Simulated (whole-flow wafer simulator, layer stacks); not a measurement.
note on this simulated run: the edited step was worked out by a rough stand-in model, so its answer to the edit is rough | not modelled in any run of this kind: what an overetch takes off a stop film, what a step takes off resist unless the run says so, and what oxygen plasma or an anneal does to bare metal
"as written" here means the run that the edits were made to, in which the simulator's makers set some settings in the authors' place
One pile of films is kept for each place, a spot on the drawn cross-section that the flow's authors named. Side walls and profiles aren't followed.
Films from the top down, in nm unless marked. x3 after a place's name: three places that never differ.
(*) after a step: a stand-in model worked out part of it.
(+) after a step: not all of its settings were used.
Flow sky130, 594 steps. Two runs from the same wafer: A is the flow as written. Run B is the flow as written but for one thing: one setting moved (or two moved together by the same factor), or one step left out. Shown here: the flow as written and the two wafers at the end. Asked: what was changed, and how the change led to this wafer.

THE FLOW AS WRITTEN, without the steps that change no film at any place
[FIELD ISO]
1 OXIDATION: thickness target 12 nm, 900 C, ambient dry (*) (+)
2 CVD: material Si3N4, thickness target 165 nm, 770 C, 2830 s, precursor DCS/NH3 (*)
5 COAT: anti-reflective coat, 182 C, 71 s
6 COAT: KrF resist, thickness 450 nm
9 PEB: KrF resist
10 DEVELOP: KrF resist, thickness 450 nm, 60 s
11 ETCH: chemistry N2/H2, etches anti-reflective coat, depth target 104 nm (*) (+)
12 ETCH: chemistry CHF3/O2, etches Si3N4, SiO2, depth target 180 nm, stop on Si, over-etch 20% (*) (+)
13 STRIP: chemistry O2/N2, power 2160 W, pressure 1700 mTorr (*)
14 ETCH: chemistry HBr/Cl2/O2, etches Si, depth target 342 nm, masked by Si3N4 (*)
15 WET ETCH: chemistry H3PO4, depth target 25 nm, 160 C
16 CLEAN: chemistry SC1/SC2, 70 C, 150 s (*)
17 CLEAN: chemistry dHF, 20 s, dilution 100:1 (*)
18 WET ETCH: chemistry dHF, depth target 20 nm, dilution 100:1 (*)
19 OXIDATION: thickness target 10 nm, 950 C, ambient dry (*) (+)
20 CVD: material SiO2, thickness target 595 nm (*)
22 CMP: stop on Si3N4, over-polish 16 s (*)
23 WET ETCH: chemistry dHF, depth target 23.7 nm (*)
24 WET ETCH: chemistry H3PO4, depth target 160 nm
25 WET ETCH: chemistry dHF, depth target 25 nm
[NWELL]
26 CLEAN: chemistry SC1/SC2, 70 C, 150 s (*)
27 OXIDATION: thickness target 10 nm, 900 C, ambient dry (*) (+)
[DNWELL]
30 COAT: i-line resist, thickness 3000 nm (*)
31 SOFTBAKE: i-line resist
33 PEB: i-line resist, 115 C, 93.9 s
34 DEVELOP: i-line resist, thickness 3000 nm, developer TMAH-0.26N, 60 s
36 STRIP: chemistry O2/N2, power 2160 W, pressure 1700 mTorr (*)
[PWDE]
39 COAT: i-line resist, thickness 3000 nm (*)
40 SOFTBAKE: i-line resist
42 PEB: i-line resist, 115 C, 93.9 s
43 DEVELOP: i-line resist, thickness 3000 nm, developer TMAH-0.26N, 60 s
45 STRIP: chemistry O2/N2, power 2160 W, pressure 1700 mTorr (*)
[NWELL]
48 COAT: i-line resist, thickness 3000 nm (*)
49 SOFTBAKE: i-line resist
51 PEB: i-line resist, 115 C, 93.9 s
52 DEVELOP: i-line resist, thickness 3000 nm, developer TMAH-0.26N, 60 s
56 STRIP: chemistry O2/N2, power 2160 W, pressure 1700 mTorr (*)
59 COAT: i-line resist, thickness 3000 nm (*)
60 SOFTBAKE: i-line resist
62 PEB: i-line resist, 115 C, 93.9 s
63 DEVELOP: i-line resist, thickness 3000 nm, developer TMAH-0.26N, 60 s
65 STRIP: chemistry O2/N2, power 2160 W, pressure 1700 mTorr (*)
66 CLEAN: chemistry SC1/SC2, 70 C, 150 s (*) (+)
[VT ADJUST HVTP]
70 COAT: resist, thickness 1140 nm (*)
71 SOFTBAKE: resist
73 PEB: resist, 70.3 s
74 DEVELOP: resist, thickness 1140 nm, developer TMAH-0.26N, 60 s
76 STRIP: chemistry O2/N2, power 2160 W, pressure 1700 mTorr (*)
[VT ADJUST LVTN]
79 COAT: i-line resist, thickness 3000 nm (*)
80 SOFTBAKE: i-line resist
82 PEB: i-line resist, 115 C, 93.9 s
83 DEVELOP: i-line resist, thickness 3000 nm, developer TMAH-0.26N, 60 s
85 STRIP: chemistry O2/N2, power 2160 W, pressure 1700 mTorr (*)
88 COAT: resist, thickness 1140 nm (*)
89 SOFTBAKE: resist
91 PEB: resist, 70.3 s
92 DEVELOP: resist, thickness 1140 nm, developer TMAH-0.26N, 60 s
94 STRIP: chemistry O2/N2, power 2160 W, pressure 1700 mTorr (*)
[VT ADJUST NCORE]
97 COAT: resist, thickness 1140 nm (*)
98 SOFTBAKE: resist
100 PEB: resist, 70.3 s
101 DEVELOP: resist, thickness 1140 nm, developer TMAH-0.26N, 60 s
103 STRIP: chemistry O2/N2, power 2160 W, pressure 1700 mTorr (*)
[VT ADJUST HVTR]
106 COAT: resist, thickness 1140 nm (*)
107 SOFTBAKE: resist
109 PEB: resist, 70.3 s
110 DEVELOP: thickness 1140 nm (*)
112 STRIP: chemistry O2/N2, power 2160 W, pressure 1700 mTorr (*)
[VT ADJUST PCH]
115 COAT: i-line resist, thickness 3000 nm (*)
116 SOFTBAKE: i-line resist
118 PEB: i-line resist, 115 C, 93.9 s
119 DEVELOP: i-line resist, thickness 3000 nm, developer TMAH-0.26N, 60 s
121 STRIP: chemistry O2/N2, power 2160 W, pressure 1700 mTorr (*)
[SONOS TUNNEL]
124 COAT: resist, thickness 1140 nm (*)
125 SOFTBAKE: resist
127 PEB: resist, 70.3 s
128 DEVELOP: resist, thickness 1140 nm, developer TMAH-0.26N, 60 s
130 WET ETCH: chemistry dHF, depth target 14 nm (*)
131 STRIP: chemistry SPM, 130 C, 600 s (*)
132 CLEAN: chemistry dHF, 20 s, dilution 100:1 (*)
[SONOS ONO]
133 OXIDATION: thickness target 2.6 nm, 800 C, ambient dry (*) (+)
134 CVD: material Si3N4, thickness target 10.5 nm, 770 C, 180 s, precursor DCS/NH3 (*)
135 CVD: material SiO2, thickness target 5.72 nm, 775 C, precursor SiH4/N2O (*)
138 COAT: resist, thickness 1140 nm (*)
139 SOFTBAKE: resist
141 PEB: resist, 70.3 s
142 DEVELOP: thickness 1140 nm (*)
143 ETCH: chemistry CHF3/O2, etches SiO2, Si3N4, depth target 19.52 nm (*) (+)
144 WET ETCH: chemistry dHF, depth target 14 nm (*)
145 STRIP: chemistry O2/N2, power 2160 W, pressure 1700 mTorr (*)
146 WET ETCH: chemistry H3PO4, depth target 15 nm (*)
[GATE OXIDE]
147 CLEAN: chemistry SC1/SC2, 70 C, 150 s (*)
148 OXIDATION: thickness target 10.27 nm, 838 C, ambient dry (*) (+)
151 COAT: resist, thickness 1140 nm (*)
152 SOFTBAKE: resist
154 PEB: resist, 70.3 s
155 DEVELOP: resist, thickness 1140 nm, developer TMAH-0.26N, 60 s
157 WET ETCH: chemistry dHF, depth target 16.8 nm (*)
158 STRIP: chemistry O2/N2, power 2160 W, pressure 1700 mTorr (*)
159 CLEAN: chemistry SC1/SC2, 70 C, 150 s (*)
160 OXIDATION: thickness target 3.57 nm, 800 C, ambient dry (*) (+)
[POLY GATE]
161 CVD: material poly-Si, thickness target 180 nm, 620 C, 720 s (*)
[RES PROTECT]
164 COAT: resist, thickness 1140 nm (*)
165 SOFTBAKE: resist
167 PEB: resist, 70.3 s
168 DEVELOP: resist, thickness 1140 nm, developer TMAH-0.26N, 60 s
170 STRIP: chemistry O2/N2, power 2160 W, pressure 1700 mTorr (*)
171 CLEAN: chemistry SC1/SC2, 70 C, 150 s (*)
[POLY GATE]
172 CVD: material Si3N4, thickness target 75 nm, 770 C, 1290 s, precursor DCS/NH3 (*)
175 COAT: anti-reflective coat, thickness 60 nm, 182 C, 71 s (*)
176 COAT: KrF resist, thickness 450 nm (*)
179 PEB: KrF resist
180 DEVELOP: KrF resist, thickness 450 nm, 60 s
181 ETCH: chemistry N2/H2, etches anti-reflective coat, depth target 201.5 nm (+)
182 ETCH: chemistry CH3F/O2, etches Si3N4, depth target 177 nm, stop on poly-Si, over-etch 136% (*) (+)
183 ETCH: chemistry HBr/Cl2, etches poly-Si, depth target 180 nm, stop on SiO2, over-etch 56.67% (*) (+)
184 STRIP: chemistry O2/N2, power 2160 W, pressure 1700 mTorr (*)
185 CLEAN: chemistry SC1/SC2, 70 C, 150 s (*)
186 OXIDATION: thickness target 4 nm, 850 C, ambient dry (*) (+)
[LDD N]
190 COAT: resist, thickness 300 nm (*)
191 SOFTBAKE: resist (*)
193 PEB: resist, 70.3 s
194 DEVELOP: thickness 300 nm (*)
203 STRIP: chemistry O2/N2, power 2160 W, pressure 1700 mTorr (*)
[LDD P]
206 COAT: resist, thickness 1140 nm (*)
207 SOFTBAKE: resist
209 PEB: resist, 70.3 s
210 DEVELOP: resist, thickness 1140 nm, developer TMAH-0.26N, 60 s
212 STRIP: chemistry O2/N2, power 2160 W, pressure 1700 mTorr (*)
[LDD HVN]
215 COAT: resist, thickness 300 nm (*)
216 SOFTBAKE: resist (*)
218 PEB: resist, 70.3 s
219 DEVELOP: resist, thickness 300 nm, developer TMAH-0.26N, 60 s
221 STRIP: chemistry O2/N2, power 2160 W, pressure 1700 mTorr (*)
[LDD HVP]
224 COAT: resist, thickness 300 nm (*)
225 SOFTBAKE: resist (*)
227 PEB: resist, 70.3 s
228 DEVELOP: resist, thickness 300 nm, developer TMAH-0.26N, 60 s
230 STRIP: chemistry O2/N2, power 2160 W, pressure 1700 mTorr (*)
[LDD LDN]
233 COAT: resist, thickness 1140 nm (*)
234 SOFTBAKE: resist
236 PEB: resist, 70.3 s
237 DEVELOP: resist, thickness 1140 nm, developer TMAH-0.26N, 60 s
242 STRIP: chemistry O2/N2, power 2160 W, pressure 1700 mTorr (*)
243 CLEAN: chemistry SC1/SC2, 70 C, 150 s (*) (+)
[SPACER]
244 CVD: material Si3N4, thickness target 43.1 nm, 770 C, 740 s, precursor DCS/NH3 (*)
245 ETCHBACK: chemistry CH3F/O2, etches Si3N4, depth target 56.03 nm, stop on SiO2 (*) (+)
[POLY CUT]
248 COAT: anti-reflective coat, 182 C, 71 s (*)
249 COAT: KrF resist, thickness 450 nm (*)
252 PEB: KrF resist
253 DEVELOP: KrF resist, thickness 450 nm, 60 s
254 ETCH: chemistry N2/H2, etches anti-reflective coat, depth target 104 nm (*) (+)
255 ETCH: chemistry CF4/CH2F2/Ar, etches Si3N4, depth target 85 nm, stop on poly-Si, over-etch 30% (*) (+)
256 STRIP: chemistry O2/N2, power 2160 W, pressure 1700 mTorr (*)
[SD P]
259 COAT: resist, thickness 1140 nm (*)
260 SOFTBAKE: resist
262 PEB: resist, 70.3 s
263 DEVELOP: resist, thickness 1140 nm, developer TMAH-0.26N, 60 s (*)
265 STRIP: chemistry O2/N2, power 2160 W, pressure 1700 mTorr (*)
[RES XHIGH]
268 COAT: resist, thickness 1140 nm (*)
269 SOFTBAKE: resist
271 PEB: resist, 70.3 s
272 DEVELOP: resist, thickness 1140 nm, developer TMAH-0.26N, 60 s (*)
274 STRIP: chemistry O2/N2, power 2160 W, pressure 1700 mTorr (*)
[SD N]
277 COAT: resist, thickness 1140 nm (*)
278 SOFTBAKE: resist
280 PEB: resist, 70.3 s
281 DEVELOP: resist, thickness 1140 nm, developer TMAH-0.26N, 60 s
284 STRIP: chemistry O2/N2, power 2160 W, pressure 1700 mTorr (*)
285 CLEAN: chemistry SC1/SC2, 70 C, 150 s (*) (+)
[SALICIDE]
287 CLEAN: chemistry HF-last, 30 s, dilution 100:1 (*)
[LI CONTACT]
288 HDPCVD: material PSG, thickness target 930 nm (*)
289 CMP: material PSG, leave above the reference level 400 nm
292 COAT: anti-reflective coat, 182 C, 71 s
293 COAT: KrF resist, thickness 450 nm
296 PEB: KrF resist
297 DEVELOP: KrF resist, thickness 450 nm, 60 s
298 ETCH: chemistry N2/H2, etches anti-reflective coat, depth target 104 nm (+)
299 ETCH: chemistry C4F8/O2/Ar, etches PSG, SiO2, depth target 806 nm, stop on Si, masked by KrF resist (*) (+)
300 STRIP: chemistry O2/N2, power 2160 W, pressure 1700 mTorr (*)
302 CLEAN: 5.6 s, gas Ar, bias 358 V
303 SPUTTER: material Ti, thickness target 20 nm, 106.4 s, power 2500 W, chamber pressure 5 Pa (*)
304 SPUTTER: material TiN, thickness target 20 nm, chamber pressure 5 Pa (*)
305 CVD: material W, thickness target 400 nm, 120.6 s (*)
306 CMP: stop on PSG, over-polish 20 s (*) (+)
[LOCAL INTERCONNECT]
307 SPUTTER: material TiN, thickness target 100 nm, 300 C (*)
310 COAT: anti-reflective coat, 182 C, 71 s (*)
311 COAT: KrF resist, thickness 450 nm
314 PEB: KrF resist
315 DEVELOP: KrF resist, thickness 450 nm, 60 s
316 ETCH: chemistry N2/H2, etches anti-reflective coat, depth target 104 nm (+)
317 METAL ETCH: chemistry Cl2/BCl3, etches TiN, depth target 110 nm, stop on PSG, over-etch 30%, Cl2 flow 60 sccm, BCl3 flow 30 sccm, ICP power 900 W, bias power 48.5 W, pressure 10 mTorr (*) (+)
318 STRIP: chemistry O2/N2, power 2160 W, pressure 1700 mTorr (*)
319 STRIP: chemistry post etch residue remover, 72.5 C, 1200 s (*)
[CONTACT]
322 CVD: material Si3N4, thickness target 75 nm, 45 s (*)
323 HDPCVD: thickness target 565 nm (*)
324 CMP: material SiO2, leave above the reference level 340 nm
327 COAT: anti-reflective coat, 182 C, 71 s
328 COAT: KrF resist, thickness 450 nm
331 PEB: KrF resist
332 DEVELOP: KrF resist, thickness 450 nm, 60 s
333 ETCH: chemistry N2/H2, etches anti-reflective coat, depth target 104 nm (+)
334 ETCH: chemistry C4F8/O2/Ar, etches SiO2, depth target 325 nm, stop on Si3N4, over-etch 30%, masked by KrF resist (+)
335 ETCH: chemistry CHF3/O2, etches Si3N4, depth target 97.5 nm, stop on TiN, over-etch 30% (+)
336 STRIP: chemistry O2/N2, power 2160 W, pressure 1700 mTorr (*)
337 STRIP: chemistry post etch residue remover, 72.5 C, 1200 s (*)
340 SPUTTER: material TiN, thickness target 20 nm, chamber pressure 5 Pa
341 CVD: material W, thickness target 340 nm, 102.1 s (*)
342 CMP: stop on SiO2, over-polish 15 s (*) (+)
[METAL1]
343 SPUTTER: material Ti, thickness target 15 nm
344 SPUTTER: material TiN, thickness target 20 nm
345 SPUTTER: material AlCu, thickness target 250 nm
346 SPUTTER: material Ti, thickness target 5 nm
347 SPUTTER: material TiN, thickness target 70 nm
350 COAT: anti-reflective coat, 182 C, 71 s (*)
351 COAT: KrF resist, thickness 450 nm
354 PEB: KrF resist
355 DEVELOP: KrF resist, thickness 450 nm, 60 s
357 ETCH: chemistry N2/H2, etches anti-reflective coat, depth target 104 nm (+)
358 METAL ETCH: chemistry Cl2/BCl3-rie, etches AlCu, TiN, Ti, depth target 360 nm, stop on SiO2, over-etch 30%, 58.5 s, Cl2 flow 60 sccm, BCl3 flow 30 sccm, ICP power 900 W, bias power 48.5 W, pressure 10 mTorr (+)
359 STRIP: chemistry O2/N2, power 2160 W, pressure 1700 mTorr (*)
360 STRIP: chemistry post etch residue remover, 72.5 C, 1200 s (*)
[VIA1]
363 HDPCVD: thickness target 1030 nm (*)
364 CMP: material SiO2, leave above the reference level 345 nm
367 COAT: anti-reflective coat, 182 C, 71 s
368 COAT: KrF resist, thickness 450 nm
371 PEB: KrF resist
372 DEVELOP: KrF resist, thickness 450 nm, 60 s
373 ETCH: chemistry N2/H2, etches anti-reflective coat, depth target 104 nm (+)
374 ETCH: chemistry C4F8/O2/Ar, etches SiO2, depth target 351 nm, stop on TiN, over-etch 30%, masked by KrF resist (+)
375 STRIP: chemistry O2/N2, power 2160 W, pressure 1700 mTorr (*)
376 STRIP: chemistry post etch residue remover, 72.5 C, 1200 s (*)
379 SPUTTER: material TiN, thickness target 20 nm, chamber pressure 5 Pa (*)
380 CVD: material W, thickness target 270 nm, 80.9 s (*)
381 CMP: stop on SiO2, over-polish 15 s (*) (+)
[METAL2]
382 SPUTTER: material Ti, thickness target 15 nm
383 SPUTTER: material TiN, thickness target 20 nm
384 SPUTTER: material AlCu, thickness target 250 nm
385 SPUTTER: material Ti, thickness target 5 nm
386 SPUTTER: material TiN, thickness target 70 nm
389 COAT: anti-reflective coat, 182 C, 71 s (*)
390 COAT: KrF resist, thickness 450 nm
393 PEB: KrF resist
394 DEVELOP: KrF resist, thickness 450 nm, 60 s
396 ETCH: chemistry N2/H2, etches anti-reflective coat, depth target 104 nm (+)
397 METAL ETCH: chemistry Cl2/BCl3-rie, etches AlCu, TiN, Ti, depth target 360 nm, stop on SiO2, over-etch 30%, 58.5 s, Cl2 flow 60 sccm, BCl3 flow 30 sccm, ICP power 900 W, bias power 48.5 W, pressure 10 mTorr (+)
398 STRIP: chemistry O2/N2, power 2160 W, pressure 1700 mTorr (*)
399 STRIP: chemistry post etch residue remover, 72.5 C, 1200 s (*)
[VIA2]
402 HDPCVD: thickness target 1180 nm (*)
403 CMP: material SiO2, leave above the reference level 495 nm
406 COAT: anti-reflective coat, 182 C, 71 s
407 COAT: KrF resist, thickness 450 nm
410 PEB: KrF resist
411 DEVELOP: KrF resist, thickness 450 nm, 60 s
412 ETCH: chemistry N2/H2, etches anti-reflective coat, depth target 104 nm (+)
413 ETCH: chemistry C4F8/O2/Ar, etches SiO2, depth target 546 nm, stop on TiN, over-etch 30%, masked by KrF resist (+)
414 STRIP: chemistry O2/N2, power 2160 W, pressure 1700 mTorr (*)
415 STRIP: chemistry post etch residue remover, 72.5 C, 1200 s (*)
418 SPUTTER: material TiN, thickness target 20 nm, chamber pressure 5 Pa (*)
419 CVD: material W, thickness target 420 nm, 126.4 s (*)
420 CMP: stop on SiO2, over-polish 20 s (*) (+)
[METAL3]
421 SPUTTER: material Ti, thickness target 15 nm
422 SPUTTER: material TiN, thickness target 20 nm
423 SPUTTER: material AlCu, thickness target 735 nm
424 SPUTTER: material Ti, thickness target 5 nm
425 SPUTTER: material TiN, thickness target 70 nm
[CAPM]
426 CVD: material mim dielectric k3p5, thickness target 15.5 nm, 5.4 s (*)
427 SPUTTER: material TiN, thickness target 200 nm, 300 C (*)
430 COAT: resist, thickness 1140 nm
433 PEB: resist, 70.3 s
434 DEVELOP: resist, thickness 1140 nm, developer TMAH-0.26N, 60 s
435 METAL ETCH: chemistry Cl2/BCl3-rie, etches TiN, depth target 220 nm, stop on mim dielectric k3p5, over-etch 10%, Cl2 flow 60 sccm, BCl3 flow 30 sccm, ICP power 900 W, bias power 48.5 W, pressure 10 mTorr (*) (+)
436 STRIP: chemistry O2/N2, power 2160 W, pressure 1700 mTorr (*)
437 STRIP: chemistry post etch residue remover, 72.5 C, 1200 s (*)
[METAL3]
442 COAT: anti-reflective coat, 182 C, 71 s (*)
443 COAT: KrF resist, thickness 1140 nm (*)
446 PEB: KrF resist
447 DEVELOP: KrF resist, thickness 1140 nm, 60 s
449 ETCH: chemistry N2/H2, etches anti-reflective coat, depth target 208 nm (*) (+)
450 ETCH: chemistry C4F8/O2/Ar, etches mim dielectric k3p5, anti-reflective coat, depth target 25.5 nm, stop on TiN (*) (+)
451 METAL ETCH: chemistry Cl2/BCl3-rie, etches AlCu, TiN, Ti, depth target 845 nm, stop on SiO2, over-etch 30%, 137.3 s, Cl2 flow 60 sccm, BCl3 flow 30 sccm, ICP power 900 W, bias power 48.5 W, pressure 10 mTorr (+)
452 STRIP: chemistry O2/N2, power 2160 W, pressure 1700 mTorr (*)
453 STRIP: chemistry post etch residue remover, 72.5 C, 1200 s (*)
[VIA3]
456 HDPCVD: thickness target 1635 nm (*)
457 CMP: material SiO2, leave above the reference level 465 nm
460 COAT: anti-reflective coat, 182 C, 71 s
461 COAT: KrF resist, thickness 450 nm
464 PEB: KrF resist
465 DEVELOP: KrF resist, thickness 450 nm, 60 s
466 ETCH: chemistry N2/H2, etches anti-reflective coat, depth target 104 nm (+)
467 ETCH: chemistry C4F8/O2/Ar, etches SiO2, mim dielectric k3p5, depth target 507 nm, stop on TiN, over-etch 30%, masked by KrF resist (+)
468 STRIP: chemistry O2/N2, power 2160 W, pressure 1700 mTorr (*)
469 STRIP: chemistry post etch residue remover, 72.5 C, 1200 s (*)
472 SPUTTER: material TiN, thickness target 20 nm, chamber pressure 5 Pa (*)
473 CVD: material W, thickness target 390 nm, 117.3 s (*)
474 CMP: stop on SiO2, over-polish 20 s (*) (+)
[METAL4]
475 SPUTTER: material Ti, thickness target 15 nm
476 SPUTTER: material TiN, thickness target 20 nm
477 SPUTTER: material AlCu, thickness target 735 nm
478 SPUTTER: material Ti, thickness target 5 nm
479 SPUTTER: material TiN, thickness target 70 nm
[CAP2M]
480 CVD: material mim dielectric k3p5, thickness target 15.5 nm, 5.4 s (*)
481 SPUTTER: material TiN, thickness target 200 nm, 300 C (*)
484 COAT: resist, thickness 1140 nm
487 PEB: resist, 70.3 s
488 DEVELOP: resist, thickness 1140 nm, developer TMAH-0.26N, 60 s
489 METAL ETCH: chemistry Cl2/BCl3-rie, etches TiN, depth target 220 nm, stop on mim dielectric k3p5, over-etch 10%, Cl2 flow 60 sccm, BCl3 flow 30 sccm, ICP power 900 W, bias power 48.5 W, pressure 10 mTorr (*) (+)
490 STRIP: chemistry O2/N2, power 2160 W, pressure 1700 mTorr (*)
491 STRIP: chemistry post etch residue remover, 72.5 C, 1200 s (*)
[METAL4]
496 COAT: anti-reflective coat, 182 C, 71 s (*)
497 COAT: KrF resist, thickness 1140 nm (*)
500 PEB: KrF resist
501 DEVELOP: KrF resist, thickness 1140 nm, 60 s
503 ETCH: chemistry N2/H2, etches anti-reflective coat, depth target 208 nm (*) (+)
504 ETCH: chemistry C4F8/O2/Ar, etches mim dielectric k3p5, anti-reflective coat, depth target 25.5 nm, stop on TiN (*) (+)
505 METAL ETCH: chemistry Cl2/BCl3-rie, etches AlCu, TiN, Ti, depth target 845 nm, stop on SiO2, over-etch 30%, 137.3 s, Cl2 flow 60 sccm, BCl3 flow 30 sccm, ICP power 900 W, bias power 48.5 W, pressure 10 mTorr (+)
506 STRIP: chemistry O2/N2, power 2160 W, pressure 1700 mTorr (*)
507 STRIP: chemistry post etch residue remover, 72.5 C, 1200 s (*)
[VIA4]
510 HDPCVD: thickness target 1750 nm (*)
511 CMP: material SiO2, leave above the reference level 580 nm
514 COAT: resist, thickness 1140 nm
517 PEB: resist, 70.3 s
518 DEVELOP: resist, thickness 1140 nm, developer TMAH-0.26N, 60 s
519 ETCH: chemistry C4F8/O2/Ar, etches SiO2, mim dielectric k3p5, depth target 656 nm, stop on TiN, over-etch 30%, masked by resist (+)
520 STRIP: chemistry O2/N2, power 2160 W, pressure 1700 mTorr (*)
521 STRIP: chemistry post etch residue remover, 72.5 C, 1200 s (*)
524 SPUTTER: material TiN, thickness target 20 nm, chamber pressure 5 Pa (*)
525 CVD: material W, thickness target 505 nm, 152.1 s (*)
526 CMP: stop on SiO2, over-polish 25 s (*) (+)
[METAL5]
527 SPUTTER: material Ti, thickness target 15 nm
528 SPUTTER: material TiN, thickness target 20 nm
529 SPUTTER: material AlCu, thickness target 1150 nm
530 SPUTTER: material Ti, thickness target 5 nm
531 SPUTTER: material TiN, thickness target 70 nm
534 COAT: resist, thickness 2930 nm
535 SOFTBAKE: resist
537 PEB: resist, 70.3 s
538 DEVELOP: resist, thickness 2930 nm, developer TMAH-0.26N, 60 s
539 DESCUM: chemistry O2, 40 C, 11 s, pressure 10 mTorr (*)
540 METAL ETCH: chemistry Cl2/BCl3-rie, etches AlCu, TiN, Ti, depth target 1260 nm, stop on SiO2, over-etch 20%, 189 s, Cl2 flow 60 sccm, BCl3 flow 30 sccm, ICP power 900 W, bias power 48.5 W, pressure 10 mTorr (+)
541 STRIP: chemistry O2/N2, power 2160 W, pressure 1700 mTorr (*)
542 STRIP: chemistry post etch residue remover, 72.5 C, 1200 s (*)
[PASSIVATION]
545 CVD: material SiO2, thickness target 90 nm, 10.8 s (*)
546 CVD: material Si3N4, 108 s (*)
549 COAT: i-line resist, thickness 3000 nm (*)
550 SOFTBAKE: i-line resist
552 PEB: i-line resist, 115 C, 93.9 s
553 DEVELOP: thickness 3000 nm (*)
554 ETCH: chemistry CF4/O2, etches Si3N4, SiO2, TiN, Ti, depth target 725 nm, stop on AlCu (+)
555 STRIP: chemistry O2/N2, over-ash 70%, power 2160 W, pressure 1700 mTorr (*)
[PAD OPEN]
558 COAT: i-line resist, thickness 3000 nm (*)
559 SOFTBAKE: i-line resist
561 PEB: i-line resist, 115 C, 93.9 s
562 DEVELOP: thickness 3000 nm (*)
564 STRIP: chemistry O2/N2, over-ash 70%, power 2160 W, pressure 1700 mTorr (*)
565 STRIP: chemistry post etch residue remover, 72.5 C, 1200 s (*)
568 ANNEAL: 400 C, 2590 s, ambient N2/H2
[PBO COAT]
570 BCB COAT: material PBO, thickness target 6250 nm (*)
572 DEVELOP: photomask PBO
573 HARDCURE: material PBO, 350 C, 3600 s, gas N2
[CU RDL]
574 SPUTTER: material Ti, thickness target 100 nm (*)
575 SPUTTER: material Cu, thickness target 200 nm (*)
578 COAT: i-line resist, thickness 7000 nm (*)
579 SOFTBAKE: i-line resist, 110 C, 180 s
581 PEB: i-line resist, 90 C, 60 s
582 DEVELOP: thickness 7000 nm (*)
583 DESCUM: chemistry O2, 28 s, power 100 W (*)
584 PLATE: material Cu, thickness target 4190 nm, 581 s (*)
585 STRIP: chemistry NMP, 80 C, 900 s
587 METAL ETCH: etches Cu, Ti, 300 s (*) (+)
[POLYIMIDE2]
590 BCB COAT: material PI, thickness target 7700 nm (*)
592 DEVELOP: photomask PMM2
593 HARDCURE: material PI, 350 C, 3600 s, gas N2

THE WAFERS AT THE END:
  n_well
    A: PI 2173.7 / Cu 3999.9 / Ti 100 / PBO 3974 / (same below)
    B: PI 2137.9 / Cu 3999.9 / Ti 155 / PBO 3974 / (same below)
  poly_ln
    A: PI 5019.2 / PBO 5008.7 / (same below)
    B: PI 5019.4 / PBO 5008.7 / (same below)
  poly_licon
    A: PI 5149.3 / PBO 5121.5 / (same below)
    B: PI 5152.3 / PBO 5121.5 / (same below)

The cause: step 574, SPUTTER: thickness target 155 nm was run, where the flow has thickness target 100 nm.
It can be read off the wafer: n_well has Ti 155, and step 574 as written asks for 100 nm.

How the change led to this, step by step:
  574 SPUTTER: material Ti, thickness target 100 nm (*)
      field, active, n_well and 190 more: A Ti +100 (new film) | B Ti +155 (new film)
  587 METAL ETCH: etches Cu, Ti, 300 s (*) (+)
      field, active, gate and 167 more: A Cu -200 (all of it), Ti -100 (all of it) | B Cu -200 (all of it), Ti -155 (all of it)
  590 BCB COAT: material PI, thickness target 7700 nm (*)
      de16_gate_nw: A PI +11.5 um (new film) | B PI +11.55 um (new film)
